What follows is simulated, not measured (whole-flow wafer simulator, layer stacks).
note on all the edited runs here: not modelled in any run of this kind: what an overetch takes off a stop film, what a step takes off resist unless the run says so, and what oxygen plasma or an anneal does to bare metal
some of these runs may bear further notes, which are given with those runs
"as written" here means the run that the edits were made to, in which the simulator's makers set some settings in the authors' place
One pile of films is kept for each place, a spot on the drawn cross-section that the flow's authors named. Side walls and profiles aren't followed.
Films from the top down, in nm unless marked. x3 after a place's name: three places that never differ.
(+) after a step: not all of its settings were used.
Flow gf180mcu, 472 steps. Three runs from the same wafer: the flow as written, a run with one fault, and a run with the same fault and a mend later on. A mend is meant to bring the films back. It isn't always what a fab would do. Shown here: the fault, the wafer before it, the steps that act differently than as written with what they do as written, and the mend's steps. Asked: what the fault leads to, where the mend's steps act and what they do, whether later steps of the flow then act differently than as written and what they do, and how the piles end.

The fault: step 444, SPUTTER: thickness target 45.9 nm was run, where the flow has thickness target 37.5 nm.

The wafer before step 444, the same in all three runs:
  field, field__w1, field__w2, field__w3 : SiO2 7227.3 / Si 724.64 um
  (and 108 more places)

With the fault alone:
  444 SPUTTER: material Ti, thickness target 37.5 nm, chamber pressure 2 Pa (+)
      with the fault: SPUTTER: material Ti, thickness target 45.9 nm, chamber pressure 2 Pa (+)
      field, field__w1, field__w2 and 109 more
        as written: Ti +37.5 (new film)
        with the fault: Ti +45.9 (new film)
  Later steps of the flow that act differently than as written (4 more steps differ only slightly, by at most 2% or 0.5 nm, whichever is larger, and aren't shown):
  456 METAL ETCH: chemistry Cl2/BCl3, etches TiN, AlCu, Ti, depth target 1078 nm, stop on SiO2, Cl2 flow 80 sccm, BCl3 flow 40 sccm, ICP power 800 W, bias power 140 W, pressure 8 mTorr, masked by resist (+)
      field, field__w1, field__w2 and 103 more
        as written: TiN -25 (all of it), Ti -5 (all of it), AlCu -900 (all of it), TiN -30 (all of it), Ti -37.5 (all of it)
        with the fault: TiN -25 (all of it), Ti -5 (all of it), AlCu -900 (all of it), TiN -30 (all of it), Ti -45.9 (all of it)
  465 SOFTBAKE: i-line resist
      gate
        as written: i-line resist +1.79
        with the fault: i-line resist -0.29
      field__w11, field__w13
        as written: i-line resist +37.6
        with the fault: i-line resist +31.4
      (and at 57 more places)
  At the end the piles differ from the flow's by more than 2% or 0.5 nm, whichever is larger, at field__w8, contact, m1, m1__w1, pad, m1_nw.
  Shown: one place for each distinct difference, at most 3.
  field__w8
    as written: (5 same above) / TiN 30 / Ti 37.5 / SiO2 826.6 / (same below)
    with the fault: (5 same above) / TiN 30 / Ti 45.9 / SiO2 826.6 / (same below)
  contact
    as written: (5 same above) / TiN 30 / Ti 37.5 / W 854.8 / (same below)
    with the fault: (5 same above) / TiN 30 / Ti 45.9 / W 854.8 / (same below)
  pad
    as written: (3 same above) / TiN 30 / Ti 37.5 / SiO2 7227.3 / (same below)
    with the fault: (3 same above) / TiN 30 / Ti 45.9 / SiO2 7227.3 / (same below)

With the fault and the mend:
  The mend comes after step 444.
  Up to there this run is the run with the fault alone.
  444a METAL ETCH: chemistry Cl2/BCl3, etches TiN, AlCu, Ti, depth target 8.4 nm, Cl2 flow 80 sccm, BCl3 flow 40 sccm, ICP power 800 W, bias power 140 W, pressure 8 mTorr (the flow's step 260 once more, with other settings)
      field, field__w1, field__w2 and 109 more
        Ti -8.4
  No later step of the flow acts differently than as written at any place that is followed.
  At the end the piles are the same as the flow's at every place that both follow.
